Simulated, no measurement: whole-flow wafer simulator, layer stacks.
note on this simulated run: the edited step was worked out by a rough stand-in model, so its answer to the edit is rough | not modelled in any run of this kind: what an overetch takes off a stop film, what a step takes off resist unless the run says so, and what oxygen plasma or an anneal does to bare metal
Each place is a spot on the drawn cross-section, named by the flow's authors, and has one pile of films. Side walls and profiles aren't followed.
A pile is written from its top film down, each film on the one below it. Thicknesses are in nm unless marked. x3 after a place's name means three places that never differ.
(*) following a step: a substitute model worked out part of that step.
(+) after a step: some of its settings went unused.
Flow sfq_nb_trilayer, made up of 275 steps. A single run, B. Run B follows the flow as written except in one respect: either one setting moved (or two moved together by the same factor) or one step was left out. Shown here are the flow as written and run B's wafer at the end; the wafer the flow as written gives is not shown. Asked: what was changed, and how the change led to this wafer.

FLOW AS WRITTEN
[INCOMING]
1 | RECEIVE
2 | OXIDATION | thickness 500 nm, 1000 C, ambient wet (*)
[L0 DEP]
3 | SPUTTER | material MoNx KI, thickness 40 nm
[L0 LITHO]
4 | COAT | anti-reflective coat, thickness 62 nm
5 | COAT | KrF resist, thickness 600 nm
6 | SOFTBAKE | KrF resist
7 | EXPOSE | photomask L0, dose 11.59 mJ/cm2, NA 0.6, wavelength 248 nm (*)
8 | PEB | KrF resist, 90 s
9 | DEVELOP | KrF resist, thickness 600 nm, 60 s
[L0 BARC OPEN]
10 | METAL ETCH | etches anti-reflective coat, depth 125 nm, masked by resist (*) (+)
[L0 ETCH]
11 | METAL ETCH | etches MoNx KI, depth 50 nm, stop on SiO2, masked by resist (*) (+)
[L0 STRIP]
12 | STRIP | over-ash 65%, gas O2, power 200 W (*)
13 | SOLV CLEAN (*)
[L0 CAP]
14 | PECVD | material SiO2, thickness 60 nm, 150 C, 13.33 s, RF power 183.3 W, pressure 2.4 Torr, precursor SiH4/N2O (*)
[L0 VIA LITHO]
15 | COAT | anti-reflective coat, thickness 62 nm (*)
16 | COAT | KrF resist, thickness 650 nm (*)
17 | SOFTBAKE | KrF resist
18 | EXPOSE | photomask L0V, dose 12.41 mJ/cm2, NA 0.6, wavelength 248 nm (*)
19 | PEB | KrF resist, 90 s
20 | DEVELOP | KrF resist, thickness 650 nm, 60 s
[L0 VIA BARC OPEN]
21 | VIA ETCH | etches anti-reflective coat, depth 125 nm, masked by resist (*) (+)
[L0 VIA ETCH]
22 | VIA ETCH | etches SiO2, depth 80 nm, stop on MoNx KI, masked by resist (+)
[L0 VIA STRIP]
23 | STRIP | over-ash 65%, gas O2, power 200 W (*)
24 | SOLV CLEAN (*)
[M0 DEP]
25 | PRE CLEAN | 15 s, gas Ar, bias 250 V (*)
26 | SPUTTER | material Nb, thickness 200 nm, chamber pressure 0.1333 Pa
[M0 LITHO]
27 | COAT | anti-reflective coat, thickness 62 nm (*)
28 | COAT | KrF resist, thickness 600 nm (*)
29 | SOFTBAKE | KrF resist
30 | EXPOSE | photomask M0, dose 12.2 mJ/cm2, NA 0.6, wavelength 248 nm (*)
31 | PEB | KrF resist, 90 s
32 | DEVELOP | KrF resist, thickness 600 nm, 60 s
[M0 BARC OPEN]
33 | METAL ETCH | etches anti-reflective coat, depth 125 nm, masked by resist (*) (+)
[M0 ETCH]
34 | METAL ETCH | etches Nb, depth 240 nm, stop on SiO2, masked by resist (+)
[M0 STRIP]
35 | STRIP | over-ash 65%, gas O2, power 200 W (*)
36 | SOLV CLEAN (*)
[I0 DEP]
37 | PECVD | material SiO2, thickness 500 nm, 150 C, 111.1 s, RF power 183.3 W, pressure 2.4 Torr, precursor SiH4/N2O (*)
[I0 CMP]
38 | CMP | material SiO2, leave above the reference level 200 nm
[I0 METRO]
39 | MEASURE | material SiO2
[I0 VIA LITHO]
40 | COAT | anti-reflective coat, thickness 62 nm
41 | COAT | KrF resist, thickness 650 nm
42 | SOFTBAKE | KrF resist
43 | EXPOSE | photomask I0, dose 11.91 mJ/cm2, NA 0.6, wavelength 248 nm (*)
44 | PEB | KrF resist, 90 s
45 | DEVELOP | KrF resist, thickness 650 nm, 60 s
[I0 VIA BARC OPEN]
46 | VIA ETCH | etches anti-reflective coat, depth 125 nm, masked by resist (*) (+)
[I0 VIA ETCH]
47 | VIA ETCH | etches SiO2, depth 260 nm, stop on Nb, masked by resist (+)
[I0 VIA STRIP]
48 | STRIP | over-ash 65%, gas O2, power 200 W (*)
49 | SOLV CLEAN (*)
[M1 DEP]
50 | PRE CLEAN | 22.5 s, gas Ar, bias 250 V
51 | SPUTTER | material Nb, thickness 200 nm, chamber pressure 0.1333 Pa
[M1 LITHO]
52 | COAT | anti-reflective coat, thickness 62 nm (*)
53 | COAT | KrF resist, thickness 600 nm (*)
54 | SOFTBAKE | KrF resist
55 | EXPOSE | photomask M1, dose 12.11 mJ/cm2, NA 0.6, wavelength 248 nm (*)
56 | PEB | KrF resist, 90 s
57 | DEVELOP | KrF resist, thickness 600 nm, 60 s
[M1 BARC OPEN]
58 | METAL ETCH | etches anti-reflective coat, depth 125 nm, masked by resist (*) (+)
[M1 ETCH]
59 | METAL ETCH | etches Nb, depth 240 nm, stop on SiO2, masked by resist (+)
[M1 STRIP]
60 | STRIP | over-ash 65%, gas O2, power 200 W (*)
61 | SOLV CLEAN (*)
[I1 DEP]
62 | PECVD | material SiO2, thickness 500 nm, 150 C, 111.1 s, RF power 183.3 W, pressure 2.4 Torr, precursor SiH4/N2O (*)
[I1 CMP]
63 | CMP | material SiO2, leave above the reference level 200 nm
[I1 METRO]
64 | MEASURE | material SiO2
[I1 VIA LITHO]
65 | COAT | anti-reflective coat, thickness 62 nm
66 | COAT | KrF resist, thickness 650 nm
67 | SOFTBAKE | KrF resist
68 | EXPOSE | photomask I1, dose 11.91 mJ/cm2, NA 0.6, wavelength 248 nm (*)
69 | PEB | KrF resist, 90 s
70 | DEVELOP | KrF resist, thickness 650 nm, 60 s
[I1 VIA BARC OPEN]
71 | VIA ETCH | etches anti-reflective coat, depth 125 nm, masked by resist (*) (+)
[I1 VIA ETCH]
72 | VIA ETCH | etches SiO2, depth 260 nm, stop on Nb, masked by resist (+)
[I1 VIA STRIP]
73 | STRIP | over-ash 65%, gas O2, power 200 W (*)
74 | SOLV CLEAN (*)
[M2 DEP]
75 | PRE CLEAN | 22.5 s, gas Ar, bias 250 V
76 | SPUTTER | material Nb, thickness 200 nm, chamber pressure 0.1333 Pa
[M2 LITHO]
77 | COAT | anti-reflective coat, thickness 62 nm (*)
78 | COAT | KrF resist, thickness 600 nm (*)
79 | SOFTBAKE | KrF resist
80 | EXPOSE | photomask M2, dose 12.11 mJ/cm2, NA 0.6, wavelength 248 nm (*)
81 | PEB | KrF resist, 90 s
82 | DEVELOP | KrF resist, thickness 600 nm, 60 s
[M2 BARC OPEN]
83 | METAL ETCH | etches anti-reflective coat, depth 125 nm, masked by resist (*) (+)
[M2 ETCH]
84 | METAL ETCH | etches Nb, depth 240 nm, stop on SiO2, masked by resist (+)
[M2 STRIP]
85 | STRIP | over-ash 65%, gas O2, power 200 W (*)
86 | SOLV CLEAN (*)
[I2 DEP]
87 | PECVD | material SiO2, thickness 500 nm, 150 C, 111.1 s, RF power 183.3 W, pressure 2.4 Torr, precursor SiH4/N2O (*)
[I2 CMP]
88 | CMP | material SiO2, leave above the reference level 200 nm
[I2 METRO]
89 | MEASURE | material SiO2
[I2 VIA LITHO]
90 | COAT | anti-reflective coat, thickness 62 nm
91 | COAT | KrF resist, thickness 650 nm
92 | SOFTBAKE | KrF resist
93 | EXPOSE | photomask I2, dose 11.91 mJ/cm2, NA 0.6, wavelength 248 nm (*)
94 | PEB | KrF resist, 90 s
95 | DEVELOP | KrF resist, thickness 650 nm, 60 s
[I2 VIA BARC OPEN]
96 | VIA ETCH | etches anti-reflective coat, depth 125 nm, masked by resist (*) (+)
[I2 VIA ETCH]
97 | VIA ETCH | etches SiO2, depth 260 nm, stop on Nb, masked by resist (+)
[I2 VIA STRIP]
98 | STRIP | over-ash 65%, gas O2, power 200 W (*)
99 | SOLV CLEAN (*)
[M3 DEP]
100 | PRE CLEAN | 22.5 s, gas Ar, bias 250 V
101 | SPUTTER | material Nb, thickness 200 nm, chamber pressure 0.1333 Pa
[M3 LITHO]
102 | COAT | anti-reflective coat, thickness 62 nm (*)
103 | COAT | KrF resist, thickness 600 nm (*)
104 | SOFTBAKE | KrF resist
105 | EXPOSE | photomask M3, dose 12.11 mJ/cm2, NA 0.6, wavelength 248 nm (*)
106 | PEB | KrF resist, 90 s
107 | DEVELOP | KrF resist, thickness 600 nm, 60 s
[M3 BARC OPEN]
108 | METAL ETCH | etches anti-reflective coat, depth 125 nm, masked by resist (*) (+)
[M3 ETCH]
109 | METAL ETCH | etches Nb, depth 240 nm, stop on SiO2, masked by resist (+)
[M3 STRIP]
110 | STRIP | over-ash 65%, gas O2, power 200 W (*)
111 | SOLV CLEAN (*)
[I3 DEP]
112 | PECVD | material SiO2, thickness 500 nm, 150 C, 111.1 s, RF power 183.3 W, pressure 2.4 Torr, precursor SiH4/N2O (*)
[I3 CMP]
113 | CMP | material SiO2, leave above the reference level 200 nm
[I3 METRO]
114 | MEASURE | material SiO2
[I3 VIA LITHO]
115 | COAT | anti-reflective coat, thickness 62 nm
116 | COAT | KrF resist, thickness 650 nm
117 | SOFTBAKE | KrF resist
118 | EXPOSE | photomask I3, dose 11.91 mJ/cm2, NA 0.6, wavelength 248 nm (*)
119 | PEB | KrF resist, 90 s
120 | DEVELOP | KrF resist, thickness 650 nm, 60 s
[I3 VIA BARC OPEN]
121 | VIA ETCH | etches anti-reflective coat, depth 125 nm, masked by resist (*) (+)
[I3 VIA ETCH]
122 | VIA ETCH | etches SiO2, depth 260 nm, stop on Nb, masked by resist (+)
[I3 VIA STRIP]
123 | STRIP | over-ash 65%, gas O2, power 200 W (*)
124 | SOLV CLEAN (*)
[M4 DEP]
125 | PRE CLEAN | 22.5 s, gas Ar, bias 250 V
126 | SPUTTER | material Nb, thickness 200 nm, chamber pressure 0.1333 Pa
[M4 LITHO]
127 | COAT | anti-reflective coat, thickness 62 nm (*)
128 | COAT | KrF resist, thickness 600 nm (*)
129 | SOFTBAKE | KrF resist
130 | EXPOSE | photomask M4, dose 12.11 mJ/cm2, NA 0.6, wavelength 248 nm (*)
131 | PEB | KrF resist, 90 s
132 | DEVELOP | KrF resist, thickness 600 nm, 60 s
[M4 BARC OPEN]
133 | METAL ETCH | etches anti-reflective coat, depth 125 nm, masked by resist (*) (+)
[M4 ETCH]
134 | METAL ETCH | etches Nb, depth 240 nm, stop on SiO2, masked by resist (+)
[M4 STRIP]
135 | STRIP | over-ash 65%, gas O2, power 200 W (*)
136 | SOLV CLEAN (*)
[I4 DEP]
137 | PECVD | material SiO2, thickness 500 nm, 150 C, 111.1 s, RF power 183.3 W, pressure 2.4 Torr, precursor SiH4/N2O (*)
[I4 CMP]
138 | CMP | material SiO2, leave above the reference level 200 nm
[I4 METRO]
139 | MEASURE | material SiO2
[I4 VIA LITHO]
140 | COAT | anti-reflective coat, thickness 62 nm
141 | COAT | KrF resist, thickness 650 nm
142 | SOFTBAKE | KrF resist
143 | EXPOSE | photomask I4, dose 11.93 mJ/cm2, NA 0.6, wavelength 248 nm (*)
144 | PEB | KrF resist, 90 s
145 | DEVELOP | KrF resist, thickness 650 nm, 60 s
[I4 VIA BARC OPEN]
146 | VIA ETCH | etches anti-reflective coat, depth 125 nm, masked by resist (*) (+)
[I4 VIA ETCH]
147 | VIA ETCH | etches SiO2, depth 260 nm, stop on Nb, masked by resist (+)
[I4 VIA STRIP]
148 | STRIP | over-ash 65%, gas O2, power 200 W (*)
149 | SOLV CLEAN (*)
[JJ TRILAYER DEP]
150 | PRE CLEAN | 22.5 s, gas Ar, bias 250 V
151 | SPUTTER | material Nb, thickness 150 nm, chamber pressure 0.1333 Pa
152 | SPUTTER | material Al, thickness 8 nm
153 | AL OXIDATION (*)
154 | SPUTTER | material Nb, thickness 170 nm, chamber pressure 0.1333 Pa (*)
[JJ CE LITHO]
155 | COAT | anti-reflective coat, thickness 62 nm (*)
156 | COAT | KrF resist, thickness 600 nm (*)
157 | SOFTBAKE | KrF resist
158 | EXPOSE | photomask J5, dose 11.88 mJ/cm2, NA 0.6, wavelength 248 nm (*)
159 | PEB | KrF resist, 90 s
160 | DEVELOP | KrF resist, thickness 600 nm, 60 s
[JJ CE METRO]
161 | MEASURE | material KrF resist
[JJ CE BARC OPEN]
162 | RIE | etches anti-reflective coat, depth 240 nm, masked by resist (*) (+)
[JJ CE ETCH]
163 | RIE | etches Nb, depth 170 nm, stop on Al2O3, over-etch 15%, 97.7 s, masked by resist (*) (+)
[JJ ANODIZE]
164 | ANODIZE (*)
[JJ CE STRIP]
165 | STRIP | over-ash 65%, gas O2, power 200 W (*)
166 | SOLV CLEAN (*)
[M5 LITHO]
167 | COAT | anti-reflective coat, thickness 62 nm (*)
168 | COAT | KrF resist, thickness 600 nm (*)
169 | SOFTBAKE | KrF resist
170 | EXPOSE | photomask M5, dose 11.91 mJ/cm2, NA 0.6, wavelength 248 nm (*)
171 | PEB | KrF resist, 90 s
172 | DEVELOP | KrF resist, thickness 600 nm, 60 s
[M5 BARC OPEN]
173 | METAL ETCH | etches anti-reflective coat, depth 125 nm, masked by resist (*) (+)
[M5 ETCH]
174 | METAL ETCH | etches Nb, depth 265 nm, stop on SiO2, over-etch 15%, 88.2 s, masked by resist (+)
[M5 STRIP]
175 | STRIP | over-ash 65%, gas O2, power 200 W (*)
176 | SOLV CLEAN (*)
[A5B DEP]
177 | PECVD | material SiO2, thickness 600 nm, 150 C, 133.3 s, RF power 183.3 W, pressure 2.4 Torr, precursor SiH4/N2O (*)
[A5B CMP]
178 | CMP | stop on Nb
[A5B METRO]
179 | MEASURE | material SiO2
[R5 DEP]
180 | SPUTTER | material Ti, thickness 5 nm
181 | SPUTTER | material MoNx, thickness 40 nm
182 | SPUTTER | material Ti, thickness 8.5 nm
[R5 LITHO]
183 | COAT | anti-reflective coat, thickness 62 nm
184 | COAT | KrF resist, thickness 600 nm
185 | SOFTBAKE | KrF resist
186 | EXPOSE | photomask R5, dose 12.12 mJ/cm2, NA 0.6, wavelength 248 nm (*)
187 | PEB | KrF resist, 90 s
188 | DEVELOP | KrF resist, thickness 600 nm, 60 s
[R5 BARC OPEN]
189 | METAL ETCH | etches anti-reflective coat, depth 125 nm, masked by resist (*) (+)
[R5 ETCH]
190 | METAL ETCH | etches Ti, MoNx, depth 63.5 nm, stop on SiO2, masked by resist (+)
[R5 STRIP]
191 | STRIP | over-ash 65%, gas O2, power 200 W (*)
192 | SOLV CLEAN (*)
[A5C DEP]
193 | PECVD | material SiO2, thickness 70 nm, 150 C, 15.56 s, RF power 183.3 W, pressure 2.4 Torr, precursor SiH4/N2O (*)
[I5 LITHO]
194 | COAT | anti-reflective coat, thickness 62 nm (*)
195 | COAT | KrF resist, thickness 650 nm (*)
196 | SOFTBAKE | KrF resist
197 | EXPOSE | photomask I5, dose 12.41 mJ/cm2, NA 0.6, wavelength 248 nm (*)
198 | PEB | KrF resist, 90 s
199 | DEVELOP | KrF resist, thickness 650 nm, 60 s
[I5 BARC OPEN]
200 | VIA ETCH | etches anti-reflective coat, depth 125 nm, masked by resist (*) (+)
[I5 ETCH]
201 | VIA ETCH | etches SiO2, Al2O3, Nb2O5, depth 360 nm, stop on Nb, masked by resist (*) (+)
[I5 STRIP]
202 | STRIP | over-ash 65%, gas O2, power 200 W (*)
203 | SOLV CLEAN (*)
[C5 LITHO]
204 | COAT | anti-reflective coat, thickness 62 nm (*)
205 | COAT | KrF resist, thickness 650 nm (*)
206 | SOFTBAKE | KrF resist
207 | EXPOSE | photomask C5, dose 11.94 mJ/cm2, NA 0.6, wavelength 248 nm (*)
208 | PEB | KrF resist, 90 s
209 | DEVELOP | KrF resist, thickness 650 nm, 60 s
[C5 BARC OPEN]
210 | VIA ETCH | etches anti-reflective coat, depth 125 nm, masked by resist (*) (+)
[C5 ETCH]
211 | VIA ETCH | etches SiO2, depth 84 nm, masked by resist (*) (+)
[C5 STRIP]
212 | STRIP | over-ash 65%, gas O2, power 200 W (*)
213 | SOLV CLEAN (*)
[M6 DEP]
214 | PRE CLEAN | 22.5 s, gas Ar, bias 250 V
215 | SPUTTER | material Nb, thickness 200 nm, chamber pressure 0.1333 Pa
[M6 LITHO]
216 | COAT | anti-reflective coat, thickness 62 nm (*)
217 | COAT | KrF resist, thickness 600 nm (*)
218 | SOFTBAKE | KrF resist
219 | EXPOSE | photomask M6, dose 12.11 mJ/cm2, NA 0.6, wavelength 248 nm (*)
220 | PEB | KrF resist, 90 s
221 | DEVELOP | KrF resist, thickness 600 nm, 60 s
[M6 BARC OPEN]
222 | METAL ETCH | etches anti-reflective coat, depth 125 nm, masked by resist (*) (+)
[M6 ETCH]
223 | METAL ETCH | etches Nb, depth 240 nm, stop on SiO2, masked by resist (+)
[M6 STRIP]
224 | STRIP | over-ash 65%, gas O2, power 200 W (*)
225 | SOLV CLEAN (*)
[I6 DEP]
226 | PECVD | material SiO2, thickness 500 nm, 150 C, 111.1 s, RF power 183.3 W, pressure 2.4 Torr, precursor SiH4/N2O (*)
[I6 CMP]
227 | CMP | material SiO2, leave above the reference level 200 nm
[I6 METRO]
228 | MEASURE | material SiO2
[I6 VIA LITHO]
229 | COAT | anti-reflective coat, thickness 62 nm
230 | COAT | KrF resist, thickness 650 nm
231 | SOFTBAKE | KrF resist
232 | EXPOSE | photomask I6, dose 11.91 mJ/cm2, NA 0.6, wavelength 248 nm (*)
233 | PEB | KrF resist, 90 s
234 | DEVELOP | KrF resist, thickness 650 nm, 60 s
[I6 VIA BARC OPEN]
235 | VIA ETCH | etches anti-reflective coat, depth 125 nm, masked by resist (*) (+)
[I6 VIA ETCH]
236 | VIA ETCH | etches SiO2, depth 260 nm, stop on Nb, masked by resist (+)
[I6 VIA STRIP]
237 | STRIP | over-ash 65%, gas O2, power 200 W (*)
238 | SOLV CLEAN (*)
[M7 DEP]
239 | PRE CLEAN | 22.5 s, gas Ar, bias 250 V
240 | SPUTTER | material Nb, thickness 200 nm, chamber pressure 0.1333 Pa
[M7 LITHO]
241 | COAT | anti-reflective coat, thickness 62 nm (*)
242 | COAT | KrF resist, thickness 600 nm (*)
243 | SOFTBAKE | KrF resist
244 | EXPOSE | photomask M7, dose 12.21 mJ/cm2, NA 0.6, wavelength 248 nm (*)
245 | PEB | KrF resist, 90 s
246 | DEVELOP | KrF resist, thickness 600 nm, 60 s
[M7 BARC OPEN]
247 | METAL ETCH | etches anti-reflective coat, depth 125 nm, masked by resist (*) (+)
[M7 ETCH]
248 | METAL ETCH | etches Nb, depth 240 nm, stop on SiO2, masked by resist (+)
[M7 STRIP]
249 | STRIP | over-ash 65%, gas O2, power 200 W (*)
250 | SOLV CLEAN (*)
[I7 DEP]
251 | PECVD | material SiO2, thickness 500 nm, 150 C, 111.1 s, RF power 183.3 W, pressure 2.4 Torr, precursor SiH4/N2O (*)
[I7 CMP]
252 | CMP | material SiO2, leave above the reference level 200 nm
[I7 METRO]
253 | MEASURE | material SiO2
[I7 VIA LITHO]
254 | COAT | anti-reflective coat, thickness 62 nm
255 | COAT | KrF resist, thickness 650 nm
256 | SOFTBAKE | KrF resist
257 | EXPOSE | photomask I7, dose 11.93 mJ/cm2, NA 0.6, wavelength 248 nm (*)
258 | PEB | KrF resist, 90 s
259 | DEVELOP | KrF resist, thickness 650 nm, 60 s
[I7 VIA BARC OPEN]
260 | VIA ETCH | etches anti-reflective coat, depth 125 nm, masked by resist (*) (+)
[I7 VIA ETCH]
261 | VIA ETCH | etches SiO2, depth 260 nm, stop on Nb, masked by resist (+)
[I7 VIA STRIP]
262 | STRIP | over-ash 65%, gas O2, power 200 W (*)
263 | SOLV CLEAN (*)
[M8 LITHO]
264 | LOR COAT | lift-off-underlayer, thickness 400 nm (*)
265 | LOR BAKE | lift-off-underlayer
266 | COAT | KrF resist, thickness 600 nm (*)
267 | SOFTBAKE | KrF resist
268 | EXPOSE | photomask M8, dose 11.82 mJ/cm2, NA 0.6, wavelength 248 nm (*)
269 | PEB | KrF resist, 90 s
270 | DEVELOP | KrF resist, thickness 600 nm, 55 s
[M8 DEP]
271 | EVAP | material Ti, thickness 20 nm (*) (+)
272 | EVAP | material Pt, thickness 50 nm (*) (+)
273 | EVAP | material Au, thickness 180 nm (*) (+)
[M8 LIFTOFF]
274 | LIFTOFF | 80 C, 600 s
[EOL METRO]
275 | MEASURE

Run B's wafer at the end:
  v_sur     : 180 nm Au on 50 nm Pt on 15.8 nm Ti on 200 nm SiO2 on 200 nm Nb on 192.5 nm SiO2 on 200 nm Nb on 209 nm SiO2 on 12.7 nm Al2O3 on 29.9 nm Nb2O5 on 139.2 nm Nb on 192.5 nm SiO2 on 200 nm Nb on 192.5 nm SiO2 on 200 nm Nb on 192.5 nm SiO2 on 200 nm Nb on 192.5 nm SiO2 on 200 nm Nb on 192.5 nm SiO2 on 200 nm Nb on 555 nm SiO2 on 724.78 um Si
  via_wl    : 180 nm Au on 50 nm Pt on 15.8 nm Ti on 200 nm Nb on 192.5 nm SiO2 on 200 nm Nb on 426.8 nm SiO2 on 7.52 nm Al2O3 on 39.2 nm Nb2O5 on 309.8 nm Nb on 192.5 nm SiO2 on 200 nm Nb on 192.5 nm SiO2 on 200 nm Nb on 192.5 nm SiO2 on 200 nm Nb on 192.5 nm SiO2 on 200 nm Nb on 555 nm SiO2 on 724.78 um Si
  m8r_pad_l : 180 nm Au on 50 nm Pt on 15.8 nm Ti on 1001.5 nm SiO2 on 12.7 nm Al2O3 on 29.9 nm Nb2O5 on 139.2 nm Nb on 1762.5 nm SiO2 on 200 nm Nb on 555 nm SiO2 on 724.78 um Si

The reason: step 271, EVAP: thickness 15.8 nm was run, while the flow as written has thickness 20 nm.
The wafer itself shows it: v_sur has Ti 15.8, and step 271 as written asks for 20 nm.

The path from the change to this, step by step:
  271 | EVAP | material Ti, thickness 20 nm (*) (+)
      field_l, v_sur, via_wl and 103 more: +15.8 Ti (new film) (it would be, as written: +20 Ti (new film))
  274 | LIFTOFF | 80 C, 600 s
      p4_fl, p4_fm, p4_w1 and 71 more: -180 Au (all of it), -50 Pt (all of it), -15.8 Ti (all of it), -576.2 KrF resist (all of it), -400 lift-off-underlayer (all of it) (it would be, as written: -180 Au (all of it), -50 Pt (all of it), -20 Ti (all of it), -576.2 KrF resist (all of it), -400 lift-off-underlayer (all of it))
      c5j, ce_r: -180 Au (all of it), -50 Pt (all of it), -15.8 Ti (all of it), -573.3 KrF resist (all of it), -399.3 lift-off-underlayer (all of it) (it would be, as written: -180 Au (all of it), -50 Pt (all of it), -20 Ti (all of it), -573.3 KrF resist (all of it), -399.3 lift-off-underlayer (all of it))
      (also at 19 further places)
